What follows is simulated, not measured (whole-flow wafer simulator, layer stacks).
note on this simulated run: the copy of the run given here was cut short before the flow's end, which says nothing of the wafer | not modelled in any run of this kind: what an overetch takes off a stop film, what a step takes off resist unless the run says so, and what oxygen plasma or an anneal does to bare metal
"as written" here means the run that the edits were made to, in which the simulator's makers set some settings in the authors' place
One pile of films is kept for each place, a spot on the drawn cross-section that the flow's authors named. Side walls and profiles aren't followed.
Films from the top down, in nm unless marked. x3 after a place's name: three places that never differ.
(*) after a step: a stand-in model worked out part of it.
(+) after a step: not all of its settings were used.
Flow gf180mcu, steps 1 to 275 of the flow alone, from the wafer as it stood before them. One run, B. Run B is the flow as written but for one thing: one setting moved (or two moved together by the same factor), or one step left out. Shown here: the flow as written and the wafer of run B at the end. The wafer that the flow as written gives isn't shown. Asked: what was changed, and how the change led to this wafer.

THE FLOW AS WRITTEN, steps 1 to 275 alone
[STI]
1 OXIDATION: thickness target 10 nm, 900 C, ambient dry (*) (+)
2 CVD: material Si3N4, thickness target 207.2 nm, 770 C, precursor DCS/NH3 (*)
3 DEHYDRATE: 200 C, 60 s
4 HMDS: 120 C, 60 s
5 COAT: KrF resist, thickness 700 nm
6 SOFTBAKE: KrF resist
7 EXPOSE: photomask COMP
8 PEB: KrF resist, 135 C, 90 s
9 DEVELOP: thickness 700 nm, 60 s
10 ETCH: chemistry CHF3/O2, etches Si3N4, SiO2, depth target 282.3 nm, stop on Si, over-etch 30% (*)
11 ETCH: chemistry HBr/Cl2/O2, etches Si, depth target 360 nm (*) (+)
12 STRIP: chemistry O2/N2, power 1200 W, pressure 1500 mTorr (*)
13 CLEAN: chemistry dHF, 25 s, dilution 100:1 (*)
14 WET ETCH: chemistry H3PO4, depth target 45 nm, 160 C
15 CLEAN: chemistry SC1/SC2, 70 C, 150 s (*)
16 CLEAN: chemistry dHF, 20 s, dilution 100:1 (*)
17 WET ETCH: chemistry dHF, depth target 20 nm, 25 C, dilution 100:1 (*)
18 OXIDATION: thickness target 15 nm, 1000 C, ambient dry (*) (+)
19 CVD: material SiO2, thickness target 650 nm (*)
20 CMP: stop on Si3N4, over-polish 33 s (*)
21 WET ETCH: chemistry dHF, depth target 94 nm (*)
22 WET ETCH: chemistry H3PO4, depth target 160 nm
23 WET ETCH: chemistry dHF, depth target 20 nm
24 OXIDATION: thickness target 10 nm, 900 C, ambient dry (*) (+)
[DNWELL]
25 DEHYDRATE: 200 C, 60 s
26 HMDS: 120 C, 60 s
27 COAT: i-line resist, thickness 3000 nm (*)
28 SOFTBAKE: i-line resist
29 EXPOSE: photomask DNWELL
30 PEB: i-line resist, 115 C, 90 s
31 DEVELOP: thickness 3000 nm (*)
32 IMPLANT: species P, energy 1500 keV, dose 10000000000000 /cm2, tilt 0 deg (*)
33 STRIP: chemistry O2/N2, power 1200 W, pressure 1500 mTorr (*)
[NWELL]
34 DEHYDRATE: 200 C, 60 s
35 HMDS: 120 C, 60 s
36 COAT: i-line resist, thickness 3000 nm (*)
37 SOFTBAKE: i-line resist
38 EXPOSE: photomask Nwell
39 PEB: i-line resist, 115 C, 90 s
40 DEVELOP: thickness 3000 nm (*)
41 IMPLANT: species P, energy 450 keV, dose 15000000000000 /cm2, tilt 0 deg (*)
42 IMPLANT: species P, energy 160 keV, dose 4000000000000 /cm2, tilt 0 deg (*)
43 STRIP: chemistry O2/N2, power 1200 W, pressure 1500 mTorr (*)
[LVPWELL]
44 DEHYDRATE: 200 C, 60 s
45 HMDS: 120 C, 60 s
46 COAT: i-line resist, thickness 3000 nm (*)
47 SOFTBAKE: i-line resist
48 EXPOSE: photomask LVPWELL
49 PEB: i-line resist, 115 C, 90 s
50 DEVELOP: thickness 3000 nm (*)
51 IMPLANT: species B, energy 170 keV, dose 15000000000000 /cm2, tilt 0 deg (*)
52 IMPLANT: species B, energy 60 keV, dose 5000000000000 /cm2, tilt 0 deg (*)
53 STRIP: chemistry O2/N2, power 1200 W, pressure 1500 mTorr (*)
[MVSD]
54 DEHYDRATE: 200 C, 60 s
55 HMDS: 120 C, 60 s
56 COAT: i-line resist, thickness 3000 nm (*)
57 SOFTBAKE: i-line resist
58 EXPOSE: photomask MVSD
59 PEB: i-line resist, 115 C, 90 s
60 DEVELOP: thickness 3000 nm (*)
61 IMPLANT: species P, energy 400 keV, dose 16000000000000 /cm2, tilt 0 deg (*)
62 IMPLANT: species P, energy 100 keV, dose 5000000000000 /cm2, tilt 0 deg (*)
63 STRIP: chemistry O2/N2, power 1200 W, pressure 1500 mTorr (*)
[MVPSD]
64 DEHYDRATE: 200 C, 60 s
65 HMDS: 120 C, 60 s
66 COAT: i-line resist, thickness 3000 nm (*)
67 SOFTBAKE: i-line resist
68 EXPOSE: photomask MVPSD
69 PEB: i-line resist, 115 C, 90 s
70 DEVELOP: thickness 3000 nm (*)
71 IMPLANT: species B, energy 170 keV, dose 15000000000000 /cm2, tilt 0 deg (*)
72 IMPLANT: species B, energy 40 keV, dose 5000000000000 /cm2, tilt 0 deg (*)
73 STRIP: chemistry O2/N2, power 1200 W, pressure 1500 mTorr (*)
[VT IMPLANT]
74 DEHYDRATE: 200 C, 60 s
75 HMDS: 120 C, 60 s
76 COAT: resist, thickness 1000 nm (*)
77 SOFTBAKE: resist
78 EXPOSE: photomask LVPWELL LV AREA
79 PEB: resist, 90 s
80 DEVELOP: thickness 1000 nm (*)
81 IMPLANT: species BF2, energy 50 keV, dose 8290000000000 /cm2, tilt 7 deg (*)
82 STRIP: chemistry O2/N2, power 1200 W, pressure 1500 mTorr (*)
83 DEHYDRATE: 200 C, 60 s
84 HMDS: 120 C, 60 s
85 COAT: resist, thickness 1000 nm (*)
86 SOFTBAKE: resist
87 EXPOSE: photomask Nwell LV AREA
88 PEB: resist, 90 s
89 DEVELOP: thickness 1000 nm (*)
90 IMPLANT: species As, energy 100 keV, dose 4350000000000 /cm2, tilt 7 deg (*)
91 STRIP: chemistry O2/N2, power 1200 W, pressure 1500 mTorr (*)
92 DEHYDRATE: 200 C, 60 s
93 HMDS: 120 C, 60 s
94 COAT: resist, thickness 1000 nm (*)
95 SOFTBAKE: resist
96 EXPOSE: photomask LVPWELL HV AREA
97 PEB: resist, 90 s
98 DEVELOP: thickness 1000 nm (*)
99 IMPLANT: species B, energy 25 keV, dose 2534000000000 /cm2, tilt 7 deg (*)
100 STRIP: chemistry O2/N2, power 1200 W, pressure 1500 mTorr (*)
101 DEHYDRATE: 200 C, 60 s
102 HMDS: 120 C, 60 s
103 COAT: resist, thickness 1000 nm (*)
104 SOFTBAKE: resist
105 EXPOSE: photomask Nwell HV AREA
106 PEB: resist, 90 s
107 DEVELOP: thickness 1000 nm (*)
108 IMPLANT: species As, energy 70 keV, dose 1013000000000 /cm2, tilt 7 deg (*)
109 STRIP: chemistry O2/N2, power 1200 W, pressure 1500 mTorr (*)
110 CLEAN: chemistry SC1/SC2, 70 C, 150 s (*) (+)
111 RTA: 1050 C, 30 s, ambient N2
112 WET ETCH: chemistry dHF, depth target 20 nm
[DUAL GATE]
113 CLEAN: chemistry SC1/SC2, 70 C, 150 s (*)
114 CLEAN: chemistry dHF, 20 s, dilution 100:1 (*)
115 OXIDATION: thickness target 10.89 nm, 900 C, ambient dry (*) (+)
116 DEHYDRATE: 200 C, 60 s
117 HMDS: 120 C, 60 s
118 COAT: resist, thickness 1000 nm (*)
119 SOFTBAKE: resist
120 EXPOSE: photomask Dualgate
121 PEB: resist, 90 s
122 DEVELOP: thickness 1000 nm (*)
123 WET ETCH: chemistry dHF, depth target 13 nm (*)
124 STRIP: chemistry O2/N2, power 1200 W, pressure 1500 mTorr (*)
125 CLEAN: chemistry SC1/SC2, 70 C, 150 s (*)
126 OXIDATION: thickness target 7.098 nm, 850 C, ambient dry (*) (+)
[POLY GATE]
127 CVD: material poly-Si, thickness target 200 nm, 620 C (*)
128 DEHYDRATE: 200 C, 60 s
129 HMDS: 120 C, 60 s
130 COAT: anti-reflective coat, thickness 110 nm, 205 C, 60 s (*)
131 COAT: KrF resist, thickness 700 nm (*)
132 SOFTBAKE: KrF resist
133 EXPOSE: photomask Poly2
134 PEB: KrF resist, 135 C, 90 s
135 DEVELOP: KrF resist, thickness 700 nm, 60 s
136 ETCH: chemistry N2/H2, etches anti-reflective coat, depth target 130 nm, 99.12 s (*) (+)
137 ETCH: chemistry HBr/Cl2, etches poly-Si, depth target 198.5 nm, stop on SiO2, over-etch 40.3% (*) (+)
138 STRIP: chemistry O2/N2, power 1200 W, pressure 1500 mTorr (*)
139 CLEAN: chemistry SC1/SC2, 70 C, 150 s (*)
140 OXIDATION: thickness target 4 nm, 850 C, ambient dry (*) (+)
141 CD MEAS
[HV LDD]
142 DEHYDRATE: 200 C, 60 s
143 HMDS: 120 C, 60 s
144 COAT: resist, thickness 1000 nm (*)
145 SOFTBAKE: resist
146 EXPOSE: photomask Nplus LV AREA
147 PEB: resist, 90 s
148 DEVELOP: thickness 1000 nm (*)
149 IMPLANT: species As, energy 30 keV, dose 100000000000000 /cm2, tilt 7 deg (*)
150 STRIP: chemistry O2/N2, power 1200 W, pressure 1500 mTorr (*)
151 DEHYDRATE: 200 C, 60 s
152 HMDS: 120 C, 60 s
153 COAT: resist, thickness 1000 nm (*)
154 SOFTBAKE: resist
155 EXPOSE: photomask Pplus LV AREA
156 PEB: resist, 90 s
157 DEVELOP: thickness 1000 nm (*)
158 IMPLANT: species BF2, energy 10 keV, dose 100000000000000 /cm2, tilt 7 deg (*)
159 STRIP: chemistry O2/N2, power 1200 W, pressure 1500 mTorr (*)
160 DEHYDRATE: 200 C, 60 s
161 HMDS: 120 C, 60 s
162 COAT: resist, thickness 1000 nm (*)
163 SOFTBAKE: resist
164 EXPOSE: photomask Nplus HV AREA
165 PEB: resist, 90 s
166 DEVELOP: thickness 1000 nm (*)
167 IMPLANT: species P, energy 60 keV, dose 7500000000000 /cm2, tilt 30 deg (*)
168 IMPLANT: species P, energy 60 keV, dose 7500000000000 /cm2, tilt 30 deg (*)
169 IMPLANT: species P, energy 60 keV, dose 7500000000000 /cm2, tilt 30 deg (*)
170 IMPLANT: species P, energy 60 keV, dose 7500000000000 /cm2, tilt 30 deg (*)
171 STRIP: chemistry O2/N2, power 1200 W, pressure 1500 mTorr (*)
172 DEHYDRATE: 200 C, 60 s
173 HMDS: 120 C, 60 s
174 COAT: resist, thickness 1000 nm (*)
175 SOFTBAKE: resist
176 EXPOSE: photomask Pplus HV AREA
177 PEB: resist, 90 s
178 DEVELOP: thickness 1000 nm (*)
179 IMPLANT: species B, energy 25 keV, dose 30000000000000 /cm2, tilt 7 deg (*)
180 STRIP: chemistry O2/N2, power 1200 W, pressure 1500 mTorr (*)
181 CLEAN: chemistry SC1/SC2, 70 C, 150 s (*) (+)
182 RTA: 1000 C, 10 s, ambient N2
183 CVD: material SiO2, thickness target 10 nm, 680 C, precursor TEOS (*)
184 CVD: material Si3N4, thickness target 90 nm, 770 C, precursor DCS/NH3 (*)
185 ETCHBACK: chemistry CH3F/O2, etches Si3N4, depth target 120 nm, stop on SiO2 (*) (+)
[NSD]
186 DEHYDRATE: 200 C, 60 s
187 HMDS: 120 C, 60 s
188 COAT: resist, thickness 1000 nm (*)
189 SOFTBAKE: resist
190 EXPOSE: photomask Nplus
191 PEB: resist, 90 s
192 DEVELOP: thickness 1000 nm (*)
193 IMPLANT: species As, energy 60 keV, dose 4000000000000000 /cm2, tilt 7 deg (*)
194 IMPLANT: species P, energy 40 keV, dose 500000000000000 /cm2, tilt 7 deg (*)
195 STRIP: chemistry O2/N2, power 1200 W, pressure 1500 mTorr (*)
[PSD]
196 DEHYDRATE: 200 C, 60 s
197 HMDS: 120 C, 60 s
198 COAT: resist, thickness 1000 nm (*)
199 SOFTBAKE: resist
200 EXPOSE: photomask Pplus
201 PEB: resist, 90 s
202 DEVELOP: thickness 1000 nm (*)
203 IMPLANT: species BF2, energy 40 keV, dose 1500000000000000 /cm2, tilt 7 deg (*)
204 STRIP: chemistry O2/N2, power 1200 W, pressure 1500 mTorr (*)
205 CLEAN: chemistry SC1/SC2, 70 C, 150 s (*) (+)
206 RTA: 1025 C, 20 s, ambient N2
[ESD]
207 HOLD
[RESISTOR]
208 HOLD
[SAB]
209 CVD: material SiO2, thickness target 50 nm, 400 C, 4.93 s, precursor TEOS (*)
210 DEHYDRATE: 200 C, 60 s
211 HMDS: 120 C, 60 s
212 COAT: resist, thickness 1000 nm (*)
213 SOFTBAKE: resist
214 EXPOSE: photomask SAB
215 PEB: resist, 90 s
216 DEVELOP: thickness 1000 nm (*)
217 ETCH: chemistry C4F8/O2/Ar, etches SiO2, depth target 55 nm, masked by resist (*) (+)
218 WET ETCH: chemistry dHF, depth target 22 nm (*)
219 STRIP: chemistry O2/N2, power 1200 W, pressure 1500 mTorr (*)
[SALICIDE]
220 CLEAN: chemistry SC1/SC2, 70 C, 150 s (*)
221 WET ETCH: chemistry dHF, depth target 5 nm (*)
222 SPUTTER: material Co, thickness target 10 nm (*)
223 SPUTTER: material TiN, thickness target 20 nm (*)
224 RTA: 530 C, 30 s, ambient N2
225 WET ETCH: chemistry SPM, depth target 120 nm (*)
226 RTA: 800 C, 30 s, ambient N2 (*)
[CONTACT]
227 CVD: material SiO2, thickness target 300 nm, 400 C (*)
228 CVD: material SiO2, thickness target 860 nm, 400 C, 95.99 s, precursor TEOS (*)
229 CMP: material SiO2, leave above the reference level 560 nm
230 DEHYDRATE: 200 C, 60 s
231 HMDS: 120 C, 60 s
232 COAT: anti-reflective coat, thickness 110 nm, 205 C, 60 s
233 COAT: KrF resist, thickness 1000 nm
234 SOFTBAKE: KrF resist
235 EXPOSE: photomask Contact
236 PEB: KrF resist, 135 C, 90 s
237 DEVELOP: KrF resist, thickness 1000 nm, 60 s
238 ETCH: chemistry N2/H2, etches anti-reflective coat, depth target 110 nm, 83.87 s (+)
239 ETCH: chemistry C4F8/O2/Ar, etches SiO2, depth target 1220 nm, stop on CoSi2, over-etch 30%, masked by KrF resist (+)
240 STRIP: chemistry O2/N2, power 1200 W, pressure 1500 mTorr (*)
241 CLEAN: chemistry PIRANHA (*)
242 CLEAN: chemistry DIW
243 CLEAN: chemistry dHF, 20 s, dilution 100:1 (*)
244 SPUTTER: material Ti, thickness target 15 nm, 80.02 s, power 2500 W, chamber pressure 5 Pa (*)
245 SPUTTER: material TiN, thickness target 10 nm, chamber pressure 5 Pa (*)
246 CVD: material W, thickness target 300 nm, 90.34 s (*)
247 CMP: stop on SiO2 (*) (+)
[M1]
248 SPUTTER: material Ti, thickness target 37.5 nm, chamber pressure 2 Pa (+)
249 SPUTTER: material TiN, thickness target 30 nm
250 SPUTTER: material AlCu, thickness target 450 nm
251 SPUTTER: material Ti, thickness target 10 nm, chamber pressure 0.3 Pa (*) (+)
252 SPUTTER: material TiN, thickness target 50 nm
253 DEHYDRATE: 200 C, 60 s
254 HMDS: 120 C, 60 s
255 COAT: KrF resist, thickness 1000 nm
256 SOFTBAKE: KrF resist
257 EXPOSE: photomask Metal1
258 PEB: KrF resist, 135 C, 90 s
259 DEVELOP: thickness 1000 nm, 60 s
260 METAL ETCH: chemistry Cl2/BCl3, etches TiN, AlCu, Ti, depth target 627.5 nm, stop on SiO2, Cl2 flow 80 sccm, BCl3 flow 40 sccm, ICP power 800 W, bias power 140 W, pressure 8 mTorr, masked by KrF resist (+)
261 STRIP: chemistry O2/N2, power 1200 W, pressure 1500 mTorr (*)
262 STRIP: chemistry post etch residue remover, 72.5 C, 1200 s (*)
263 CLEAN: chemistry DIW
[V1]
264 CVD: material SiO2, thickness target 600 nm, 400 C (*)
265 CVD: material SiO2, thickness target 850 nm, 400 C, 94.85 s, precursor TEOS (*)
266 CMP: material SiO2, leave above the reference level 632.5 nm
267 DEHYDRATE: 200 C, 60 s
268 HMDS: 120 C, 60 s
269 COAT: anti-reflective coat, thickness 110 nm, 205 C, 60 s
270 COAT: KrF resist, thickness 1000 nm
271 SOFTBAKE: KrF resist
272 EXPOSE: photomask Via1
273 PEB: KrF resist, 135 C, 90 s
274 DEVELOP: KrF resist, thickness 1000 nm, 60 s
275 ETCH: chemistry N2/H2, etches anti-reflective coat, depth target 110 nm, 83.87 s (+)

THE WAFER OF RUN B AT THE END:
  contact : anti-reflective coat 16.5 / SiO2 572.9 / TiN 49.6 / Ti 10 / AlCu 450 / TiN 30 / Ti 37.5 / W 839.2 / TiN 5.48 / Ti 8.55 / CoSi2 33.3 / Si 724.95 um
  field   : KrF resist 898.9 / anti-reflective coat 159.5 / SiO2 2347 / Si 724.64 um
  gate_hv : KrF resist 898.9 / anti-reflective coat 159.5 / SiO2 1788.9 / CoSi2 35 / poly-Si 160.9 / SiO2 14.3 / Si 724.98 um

The cause: step 269, COAT: thickness 159.5 nm was run, where the flow has thickness 110 nm.
It can be read off the wafer: field has anti-reflective coat 159.5, and step 269 as written asks for 110 nm.

How the change led to this, step by step:
  269 COAT: anti-reflective coat, thickness 110 nm, 205 C, 60 s
      field, field__w1, field__w2 and 108 more: anti-reflective coat +159.5 (new film) (as written it would be: anti-reflective coat +110 (new film))
  275 ETCH: chemistry N2/H2, etches anti-reflective coat, depth target 110 nm, 83.87 s (+)
      contact: anti-reflective coat -143 (as written it would be: anti-reflective coat -110 (all of it), SiO2 -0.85)
